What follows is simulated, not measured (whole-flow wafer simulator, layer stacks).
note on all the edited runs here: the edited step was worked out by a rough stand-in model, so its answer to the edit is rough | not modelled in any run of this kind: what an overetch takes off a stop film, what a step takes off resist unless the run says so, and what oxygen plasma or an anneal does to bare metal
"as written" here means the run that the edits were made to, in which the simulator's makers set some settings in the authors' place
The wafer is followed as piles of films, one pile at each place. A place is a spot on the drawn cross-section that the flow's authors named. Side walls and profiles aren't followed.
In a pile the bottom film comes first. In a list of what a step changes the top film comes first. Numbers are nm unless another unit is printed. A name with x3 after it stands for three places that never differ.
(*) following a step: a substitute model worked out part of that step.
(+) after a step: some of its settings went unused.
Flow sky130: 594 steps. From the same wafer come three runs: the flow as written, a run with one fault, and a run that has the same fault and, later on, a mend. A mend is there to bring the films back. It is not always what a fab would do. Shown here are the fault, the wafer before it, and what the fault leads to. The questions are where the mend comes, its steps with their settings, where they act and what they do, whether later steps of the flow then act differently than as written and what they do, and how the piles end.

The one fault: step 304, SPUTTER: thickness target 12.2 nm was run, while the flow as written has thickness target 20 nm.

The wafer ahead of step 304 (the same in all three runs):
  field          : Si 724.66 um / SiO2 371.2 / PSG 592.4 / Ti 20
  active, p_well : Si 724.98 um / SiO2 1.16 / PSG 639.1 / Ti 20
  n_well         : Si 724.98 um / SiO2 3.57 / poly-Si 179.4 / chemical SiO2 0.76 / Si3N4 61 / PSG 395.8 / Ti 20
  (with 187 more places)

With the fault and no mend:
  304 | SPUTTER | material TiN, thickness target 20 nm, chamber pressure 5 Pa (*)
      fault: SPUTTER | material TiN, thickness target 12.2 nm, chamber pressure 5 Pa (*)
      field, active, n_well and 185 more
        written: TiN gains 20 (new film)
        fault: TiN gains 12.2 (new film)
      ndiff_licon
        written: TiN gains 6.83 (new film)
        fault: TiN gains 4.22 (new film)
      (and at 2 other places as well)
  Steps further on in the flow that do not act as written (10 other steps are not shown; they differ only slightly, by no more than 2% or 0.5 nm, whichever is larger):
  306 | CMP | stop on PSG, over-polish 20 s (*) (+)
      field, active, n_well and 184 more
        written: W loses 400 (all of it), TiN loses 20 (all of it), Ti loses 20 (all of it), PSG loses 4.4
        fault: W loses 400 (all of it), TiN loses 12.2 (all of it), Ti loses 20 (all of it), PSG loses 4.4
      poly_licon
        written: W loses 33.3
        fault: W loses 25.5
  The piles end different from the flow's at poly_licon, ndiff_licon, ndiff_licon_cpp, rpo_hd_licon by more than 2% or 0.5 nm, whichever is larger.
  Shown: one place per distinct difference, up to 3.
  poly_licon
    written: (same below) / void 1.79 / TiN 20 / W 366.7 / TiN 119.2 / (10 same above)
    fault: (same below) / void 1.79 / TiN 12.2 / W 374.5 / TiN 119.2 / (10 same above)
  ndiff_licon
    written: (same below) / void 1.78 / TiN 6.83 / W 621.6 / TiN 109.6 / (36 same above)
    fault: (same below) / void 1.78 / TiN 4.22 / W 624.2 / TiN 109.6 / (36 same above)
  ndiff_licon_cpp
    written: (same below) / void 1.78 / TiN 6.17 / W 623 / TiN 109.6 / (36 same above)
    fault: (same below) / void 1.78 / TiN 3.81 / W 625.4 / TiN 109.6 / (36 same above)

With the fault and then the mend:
  The mend follows step 304.
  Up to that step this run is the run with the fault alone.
  304a | SPUTTER | material TiN, thickness target 7.8 nm, chamber pressure 5 Pa (*) (the flow's step 304, run once more with other settings)
      field, active, n_well and 185 more
        TiN gains 7.8
      ndiff_licon
        TiN gains 2.61
      ndiff_licon_cpp
        TiN gains 2.36
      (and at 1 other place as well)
  None of the later steps of the flow differs from how it acts as written, at any place that is followed, by more than 2% or 0.5 nm, whichever is larger.
  When the end is reached, the piles differ only a little from the flow's at the places that both follow, at most by 2% or 0.5 nm, whichever is larger.
